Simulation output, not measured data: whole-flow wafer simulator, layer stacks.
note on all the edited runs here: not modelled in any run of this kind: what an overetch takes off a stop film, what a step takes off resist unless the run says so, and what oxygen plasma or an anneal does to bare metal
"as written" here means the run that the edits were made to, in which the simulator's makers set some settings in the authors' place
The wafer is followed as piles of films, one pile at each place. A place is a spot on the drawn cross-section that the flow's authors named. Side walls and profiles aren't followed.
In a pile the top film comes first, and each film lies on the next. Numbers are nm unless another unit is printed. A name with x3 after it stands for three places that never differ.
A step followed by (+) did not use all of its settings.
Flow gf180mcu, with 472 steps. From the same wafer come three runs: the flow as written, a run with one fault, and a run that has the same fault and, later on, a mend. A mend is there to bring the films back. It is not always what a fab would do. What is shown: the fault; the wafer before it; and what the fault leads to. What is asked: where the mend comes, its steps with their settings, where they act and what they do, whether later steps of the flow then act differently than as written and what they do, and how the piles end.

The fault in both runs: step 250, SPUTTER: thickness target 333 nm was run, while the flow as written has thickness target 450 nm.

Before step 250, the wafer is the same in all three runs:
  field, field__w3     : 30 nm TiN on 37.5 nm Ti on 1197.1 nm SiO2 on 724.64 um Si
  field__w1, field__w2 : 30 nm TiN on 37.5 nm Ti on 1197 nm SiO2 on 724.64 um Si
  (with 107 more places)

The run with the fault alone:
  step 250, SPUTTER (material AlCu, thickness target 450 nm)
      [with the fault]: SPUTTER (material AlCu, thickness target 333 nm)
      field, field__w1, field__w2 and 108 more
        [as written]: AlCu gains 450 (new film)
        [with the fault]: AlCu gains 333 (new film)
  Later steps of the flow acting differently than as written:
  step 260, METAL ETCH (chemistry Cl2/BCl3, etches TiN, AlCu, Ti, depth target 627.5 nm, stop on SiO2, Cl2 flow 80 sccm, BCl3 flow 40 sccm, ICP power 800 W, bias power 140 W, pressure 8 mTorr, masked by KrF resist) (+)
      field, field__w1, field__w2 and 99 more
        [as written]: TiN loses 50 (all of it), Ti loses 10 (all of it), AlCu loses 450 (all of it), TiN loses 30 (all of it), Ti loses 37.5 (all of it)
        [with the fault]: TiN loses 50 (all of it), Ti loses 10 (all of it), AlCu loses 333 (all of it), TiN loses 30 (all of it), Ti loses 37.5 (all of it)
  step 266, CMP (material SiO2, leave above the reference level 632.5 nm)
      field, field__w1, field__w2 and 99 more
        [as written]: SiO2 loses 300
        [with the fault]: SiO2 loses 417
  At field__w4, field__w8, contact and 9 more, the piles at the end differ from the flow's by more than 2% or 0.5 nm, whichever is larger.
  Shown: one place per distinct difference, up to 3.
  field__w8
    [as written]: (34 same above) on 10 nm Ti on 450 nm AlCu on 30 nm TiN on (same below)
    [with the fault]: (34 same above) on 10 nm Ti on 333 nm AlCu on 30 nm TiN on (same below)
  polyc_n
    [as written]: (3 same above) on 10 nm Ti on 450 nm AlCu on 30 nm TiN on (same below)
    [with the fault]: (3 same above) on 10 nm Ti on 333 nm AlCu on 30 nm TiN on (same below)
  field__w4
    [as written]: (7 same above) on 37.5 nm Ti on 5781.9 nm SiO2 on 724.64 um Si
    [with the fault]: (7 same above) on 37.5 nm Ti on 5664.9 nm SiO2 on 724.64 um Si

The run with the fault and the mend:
  The mend stands after step 250.
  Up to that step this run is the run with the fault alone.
  step 250a, SPUTTER (material AlCu, thickness target 117 nm) (a further turn of the flow's step 250, with different settings)
      field, field__w1, field__w2 and 108 more
        AlCu gains 117
  None of the later steps of the flow acts differently than as written at any place that is followed.
  The piles end the same as the flow's at every place that both follow.
